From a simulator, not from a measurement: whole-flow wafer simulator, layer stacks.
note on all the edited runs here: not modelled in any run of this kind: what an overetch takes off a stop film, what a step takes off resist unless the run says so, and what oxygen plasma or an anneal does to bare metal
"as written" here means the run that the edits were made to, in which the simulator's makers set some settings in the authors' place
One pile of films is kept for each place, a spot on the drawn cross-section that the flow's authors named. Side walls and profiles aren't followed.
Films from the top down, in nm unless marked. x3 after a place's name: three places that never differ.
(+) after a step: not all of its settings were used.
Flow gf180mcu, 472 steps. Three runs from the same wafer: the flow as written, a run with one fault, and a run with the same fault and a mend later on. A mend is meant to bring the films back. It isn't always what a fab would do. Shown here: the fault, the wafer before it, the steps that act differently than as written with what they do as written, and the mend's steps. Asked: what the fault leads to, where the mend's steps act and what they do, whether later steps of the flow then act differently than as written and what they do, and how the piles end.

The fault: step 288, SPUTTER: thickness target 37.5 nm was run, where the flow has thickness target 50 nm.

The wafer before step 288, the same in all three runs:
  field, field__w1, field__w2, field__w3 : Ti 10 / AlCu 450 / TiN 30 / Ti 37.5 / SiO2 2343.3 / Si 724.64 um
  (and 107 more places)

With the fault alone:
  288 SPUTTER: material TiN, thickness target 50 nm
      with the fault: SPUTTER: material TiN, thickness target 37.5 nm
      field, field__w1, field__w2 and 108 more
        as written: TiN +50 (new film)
        with the fault: TiN +37.5 (new film)
  Later steps of the flow that act differently than as written (4 more steps differ only slightly, by at most 2% or 0.5 nm, whichever is larger, and aren't shown):
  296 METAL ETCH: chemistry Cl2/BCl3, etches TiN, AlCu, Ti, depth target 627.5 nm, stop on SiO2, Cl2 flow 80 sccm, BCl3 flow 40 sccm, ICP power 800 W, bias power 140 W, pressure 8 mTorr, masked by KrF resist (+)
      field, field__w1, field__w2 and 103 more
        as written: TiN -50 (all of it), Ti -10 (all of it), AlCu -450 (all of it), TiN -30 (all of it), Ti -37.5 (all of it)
        with the fault: TiN -37.5 (all of it), Ti -10 (all of it), AlCu -450 (all of it), TiN -30 (all of it), Ti -37.5 (all of it)
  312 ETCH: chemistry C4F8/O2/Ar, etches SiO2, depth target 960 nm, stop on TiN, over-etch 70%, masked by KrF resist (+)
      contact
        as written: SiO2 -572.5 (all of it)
        with the fault: SiO2 -585 (all of it)
  At the end the piles differ from the flow's by more than 2% or 0.5 nm, whichever is larger, at field__w8, contact, m1, m1__w1, m1_nw.
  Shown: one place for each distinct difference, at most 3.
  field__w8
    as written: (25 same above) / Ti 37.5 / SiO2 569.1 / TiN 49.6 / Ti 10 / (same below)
    with the fault: (25 same above) / Ti 37.5 / SiO2 581.6 / TiN 37.1 / Ti 10 / (same below)
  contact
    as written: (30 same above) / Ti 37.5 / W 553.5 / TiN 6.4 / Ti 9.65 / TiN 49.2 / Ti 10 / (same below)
    with the fault: (30 same above) / Ti 37.5 / W 566.1 / TiN 6.36 / Ti 9.58 / TiN 36.7 / Ti 10 / (same below)

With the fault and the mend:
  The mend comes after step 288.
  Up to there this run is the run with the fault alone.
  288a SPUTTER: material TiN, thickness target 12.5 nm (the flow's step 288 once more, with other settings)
      field, field__w1, field__w2 and 108 more
        TiN +12.5
  No later step of the flow acts differently than as written at any place that is followed.
  At the end the piles are the same as the flow's at every place that both follow.
